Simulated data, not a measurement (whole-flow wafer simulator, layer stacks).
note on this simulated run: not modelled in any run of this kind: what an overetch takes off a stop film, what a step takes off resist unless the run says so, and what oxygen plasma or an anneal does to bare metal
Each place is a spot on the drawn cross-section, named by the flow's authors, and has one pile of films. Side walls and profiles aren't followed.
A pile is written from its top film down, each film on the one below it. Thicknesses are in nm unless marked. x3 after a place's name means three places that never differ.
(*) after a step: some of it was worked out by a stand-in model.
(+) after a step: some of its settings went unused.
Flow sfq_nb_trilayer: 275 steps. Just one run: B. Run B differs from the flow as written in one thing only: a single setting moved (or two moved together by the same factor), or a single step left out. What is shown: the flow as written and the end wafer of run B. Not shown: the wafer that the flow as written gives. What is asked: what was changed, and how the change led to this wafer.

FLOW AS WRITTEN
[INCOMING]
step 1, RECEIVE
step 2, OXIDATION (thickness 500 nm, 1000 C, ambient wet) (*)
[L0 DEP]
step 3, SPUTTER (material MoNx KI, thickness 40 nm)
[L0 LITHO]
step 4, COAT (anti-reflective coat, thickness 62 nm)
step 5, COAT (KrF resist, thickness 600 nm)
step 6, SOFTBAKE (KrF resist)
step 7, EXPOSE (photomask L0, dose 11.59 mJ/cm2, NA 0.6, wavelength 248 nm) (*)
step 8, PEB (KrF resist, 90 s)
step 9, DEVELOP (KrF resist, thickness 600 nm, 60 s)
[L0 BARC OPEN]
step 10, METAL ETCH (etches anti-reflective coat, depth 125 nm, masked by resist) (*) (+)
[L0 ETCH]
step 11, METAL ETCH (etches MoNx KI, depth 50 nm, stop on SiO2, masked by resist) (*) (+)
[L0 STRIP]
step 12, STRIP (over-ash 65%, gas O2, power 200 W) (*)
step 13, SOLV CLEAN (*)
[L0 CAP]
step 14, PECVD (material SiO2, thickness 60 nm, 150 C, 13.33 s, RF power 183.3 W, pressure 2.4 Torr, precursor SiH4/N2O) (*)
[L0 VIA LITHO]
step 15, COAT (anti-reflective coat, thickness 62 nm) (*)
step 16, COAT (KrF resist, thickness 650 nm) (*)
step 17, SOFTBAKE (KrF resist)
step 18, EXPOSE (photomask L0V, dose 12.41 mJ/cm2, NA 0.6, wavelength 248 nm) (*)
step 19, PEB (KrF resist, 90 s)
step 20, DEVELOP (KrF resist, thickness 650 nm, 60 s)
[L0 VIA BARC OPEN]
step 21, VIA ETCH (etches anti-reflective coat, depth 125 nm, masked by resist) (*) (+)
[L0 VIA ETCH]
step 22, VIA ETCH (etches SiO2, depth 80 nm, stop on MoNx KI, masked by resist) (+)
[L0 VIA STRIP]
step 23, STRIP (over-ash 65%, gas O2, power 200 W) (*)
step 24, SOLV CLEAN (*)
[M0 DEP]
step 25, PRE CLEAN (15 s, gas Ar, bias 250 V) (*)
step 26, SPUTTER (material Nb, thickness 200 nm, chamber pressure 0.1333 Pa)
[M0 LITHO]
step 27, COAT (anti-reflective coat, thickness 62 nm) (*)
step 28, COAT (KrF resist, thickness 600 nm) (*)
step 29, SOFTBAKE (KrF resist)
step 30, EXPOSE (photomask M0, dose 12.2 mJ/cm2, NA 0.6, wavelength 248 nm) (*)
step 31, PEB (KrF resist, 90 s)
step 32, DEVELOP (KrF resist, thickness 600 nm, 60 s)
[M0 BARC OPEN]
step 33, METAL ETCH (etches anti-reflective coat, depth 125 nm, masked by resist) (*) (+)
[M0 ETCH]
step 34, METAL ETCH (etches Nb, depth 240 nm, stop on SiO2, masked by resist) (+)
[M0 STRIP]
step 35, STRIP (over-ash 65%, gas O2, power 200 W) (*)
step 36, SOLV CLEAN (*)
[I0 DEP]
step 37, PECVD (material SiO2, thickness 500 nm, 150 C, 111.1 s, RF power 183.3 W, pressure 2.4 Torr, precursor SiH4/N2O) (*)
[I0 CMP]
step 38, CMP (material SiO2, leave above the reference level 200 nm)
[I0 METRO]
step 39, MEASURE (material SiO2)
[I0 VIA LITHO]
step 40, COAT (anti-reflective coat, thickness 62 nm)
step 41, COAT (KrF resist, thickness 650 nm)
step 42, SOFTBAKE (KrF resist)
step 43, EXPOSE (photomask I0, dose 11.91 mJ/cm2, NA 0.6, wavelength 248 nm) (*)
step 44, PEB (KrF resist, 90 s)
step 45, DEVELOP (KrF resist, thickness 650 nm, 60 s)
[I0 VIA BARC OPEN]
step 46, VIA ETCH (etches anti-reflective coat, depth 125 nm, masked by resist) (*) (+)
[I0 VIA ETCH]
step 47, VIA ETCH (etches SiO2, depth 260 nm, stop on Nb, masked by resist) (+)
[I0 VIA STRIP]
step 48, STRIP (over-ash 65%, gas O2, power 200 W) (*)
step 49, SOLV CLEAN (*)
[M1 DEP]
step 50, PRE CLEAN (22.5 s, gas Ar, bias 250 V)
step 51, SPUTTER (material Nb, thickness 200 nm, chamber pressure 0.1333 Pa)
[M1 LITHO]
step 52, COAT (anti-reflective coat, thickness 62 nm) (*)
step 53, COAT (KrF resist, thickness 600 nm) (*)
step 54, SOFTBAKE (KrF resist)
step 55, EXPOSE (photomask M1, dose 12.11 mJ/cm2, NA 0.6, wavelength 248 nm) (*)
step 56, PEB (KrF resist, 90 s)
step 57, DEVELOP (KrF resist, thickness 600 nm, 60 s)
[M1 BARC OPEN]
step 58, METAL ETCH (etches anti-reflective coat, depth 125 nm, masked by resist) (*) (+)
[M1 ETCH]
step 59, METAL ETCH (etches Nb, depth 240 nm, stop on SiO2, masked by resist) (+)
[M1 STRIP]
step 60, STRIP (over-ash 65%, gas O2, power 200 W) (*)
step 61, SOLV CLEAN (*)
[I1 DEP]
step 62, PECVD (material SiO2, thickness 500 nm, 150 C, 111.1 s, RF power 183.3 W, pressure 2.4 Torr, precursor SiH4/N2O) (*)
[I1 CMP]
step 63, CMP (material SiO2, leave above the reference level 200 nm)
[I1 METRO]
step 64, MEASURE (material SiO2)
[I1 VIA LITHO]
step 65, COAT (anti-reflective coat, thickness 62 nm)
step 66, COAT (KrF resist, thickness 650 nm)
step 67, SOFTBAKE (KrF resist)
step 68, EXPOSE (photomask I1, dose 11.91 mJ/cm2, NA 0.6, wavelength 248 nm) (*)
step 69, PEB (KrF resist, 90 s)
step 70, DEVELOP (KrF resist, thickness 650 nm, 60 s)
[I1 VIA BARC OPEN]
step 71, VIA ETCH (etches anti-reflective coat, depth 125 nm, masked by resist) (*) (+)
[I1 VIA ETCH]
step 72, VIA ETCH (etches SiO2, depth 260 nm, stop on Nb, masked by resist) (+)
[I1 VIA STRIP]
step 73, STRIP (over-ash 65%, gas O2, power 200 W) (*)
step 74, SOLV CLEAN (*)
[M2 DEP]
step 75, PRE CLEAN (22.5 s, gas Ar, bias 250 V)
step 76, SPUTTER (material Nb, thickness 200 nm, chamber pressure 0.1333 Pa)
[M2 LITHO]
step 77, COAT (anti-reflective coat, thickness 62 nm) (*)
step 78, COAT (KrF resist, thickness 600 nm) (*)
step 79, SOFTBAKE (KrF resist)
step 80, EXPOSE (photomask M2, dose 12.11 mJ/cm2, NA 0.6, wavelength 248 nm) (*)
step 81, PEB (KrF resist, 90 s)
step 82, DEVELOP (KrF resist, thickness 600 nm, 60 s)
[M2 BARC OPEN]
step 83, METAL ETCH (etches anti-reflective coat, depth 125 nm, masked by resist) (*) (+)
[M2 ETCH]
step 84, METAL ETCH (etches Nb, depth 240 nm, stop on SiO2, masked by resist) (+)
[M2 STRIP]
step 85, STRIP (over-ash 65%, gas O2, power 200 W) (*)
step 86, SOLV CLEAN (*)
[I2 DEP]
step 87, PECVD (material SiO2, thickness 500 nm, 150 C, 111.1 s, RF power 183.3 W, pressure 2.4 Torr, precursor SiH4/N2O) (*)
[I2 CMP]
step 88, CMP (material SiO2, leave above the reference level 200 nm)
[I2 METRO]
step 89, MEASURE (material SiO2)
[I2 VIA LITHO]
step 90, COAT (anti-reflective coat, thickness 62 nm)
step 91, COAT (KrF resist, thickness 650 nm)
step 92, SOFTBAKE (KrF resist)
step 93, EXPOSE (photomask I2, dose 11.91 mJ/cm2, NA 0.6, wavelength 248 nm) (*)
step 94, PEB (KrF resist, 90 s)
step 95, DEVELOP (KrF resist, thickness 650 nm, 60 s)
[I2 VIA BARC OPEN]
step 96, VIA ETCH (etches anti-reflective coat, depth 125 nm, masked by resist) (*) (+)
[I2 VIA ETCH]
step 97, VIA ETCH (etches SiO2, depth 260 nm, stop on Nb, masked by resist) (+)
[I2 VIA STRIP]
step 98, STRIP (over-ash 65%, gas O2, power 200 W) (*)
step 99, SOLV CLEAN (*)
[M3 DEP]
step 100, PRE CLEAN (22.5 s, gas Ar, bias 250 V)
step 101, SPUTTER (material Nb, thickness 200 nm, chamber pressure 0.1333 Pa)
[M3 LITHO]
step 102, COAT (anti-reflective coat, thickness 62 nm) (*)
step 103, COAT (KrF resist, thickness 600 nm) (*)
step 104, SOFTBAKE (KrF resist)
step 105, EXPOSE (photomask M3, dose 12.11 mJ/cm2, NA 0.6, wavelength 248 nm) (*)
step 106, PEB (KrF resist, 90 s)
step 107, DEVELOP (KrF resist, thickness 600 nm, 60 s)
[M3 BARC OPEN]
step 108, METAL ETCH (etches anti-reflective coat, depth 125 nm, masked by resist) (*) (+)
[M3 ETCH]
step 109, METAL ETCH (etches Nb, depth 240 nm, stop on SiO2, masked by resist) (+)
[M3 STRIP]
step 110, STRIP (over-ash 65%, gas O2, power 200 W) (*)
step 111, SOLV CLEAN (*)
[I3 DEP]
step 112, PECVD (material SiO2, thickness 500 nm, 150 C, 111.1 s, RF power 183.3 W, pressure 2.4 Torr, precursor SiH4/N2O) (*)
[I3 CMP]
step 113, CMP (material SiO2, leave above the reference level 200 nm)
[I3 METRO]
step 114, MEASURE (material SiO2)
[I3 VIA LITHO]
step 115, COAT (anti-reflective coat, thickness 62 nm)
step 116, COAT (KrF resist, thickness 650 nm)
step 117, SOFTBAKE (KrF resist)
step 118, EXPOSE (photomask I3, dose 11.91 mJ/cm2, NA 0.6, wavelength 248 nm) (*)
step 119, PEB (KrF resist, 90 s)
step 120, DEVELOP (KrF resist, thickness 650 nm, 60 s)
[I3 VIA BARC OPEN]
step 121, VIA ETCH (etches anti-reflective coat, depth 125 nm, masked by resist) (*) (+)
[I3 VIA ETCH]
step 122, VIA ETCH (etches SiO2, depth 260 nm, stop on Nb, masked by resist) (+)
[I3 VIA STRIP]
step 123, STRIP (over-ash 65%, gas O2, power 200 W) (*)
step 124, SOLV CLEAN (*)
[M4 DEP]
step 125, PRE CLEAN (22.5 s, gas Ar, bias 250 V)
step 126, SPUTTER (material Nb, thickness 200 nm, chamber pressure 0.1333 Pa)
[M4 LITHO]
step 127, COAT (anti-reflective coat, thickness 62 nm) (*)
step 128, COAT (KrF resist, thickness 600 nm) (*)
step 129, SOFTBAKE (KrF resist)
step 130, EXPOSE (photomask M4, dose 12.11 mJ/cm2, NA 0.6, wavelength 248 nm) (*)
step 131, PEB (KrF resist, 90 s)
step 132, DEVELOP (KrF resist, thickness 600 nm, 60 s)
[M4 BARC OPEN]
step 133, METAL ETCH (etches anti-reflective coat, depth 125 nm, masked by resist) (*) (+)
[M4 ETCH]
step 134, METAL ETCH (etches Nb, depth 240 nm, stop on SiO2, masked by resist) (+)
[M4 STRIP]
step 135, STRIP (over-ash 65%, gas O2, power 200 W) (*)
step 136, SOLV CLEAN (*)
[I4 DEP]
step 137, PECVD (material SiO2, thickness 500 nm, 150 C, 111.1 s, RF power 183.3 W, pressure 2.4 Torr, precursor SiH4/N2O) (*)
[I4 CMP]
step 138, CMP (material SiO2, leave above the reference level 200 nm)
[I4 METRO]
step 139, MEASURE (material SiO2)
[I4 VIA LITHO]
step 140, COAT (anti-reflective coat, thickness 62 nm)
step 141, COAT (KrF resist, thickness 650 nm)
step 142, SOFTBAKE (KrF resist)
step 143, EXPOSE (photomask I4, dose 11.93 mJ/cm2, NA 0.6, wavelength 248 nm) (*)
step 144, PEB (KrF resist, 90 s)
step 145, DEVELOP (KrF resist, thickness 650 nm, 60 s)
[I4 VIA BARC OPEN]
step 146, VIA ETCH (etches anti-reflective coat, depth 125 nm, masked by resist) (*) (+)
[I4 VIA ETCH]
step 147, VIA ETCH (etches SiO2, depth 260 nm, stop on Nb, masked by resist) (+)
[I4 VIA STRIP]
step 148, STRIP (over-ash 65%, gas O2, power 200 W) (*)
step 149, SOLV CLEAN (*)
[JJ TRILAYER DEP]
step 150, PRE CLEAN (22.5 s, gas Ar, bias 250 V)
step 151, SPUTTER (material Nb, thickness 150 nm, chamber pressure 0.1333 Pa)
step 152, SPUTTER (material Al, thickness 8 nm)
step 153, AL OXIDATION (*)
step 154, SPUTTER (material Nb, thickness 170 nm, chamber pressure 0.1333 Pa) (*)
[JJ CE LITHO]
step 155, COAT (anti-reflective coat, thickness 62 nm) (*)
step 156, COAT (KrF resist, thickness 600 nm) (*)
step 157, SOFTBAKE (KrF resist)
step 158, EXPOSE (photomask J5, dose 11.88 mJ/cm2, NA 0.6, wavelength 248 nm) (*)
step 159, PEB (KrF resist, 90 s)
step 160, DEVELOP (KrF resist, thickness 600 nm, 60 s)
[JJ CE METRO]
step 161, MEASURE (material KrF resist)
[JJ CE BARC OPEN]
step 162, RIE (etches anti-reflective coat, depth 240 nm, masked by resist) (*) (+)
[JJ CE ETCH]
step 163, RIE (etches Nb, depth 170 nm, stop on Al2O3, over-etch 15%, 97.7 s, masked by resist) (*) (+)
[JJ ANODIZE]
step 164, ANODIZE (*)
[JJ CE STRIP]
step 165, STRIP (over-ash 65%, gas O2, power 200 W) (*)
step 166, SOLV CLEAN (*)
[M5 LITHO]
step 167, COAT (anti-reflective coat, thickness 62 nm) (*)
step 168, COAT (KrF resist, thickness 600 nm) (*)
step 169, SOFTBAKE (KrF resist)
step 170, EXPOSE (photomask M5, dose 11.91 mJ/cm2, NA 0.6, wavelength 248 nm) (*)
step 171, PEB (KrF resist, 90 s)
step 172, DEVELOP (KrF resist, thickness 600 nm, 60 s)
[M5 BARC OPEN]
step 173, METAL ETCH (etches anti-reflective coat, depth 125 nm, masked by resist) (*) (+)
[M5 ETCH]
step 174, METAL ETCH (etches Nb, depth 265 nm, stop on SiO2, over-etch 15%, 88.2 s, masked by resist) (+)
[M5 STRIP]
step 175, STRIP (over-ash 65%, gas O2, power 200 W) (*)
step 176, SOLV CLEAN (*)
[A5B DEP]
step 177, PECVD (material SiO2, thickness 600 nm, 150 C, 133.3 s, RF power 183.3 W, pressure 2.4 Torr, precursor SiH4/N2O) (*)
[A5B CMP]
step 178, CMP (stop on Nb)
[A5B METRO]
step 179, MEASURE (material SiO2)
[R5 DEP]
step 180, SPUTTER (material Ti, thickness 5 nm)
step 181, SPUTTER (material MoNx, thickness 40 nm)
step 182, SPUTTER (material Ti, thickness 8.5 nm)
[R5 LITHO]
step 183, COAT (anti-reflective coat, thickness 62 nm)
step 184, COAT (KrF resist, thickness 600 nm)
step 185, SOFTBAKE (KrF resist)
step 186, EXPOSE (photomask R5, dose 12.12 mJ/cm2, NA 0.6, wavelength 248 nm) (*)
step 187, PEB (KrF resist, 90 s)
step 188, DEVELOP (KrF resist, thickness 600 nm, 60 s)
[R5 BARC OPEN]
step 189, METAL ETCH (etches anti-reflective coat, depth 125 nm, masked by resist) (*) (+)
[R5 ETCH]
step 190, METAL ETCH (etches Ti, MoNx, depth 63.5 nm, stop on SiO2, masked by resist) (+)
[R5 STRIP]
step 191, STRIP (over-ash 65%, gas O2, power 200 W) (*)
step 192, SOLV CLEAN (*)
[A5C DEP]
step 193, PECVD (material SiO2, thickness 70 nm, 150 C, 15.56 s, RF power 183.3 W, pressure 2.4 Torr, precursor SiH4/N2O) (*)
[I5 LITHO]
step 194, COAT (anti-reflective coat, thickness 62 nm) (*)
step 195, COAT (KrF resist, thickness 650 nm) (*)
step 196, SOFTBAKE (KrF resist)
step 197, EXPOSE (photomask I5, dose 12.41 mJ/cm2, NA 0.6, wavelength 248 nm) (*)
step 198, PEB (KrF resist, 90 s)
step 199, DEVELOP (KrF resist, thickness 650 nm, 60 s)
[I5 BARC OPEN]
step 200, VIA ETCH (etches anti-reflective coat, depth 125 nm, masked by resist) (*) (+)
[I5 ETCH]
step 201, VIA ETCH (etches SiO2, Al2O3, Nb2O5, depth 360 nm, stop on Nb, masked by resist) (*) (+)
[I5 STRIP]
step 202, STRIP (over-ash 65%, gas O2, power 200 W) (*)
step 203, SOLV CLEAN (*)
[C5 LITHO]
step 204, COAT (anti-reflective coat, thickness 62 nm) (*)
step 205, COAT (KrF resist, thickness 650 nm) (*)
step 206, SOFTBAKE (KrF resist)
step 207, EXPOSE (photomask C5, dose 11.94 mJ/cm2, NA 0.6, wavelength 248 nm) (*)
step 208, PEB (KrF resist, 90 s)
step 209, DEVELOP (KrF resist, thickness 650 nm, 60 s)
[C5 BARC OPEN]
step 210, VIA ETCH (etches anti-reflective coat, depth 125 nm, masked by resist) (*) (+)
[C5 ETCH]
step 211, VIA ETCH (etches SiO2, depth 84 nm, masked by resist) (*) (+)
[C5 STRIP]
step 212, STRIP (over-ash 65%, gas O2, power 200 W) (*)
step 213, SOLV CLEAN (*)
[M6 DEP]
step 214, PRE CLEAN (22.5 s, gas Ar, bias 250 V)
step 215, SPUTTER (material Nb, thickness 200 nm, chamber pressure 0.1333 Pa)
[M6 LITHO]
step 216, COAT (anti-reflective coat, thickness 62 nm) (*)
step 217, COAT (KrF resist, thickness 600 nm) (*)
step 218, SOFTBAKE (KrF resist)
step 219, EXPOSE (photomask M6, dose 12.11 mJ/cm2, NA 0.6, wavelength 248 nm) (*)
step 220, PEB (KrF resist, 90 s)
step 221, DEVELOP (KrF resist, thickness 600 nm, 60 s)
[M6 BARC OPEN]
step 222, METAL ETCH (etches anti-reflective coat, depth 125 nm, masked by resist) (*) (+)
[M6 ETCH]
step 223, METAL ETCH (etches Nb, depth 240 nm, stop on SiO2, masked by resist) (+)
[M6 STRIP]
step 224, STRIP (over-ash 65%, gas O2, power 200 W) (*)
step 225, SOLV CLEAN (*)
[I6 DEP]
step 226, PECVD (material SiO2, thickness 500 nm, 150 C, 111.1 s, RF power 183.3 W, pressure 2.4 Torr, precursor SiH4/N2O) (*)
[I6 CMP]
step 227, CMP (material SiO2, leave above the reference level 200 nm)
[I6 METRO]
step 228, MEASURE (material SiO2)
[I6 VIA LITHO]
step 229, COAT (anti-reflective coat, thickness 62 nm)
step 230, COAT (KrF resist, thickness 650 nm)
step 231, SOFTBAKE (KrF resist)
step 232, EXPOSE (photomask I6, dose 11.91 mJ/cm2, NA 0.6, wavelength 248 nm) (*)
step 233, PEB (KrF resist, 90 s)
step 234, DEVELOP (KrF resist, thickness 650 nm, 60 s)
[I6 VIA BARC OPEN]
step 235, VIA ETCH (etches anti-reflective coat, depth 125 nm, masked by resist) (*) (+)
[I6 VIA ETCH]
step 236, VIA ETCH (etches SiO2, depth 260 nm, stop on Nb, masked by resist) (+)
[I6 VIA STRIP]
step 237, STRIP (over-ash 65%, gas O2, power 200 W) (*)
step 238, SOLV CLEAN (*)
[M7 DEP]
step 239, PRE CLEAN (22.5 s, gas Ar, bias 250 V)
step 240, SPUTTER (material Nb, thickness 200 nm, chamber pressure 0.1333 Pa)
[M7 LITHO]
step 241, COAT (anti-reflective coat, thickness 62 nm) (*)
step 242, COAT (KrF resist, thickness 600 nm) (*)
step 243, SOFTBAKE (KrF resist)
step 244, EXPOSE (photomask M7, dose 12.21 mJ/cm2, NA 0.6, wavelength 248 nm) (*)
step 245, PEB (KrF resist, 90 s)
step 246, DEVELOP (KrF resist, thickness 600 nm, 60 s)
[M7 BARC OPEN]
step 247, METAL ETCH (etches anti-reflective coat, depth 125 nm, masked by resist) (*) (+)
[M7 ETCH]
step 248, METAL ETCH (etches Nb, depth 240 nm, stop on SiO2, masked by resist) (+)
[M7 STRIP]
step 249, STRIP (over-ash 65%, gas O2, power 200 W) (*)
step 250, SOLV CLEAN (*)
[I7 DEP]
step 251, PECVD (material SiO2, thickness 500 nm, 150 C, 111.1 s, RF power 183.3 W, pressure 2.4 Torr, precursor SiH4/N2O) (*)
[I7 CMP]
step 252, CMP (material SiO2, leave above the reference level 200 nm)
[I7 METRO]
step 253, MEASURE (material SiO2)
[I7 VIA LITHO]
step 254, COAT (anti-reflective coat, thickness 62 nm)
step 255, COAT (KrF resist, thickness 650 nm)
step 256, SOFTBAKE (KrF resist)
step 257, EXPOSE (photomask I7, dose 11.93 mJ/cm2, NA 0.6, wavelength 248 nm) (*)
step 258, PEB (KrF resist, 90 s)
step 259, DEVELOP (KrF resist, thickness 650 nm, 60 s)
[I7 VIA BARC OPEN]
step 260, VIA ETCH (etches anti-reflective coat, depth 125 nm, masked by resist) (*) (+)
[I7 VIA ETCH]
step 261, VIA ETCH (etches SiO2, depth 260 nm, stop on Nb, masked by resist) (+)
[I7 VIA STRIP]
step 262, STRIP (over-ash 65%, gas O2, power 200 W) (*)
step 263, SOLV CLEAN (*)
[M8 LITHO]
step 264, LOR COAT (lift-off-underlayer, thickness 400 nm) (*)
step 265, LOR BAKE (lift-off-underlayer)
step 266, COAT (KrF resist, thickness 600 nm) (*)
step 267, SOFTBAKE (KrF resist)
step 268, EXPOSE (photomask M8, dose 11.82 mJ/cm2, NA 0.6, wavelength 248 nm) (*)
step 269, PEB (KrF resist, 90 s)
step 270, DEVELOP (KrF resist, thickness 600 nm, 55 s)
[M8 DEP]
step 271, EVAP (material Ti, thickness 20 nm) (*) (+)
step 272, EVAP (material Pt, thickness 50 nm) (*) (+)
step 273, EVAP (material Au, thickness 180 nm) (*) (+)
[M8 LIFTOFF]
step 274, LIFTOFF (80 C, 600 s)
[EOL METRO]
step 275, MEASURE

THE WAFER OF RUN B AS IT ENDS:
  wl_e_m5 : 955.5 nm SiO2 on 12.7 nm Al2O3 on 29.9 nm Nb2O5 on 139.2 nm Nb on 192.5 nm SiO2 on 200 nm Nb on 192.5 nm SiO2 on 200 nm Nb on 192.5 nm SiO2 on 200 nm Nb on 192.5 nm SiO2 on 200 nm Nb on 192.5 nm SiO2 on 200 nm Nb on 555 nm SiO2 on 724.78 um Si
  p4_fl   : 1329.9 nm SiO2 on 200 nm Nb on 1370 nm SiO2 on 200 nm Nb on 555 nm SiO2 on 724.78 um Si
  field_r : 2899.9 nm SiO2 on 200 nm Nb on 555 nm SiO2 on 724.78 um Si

The reason: step 215, SPUTTER: thickness 154 nm was run, though the flow has thickness 200 nm.

Step by step, how the change led to this:
  step 215, SPUTTER (material Nb, thickness 200 nm, chamber pressure 0.1333 Pa)
      field_l, v_sur, via_wl and 100 more: Nb gains 154 (new film) (as written it would have been: Nb gains 200 (new film))
      be: Nb gains 113.8 (as written it would have been: Nb gains 147.3)
      (and at 2 other places as well)
  step 216, COAT (anti-reflective coat, thickness 62 nm) (*)
      be: anti-reflective coat gains 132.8 (new film) (as written it would have been: anti-reflective coat gains 136.7 (new film))
  step 223, METAL ETCH (etches Nb, depth 240 nm, stop on SiO2, masked by resist) (+)
      field_l, gap, moat and 76 more: Nb loses 154 (all of it) (as written it would have been: Nb loses 200 (all of it))
      v_sur, via_wl, via_w and 24 more: KrF resist loses 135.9 (as written it would have been: KrF resist loses 141.2)
  step 224, STRIP (over-ash 65%, gas O2, power 200 W) (*)
      wire: KrF resist loses 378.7 (all of it), anti-reflective coat loses 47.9 (all of it) (as written it would have been: KrF resist loses 369.8 (all of it), anti-reflective coat loses 48.3 (all of it))
      be: KrF resist loses 578.1 (all of it), anti-reflective coat loses 132.8 (all of it) (as written it would have been: KrF resist loses 575.8 (all of it), anti-reflective coat loses 136.7 (all of it))
      (and at 1 other place as well)
  step 226, PECVD (material SiO2, thickness 500 nm, 150 C, 111.1 s, RF power 183.3 W, pressure 2.4 Torr, precursor SiH4/N2O) (*)
      gap, wl_a_sl, m6r_space_l x2: SiO2 gains 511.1 (as written it would have been: SiO2 gains 557.1)
      be: SiO2 gains 676.2 (new film) (as written it would have been: SiO2 gains 693.5 (new film))
  step 227, CMP (material SiO2, leave above the reference level 200 nm)
      field_l, p4_fl, p4_fm and 59 more: SiO2 loses 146 (as written it would have been: SiO2 loses 100)
      moat, field_r, lsp_l, ln_m5, lsp_m: SiO2 loses 146 (as written it would have been: SiO2 loses 93.6)
      (and at 9 other places as well)
